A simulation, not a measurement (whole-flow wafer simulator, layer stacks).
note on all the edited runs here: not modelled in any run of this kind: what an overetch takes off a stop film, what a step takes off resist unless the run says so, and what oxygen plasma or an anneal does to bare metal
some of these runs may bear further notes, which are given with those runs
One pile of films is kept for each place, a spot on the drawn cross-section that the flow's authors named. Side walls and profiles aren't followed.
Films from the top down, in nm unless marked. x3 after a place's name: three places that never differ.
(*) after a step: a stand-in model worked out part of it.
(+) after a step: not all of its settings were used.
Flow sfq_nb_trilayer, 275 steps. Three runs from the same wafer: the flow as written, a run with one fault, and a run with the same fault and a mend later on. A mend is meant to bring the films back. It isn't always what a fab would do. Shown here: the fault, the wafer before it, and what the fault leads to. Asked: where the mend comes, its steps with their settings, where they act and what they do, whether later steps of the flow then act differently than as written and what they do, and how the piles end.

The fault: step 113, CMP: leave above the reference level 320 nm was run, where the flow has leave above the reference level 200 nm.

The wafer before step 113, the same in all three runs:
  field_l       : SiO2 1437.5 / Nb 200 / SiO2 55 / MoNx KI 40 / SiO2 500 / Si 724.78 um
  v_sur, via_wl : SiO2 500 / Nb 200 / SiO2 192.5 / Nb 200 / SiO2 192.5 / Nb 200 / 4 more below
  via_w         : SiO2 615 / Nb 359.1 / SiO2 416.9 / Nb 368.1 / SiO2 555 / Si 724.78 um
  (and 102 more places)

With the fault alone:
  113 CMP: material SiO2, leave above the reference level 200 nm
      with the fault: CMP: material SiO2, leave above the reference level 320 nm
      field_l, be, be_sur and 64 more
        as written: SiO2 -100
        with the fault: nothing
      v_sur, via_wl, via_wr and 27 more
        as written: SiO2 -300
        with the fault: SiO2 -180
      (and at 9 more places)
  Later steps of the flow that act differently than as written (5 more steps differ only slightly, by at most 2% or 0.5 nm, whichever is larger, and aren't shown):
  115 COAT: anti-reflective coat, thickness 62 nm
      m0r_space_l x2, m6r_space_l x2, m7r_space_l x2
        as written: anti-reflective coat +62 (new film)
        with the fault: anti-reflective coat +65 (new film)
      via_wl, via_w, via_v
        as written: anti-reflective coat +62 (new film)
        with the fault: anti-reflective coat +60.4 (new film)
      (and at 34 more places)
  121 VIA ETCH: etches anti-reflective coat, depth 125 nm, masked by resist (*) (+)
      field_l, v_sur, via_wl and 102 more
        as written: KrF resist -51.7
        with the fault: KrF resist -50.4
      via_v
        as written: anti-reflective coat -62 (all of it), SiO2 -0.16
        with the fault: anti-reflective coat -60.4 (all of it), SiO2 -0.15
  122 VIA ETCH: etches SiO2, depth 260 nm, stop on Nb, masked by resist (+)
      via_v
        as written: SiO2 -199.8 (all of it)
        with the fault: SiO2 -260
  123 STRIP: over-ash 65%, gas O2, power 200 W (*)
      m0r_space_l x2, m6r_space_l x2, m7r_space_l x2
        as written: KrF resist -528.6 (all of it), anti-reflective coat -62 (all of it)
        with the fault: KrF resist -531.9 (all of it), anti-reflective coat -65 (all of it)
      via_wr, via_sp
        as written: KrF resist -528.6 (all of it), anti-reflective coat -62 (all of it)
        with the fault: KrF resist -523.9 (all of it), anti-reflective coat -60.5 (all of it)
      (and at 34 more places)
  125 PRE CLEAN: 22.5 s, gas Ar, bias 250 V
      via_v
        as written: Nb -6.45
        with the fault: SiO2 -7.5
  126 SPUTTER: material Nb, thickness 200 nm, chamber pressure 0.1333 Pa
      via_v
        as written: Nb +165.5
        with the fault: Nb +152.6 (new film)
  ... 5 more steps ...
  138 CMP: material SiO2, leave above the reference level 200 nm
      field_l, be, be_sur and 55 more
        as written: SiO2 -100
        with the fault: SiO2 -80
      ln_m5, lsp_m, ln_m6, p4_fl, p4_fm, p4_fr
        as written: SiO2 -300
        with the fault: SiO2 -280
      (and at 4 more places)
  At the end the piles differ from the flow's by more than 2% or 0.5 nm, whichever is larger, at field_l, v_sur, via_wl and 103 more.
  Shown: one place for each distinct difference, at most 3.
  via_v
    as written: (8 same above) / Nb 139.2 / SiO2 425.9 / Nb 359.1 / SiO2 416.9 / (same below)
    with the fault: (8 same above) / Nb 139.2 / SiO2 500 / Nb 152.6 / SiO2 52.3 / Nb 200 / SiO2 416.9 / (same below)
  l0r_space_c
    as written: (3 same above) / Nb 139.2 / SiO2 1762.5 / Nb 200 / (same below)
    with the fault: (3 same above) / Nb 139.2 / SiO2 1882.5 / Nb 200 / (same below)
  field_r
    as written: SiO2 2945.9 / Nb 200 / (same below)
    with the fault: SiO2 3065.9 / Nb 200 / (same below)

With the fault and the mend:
  The mend comes after step 114.
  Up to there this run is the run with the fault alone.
  114a CMP: material SiO2, leave above the reference level 200 nm (the flow's step 113 once more)
      field_l, be, be_sur and 64 more
        SiO2 -100
      v_sur, via_wl, via_w and 36 more
        SiO2 -120
  No later step of the flow acts differently than as written at any place that is followed.
  At the end the piles are the same as the flow's at every place that both follow.
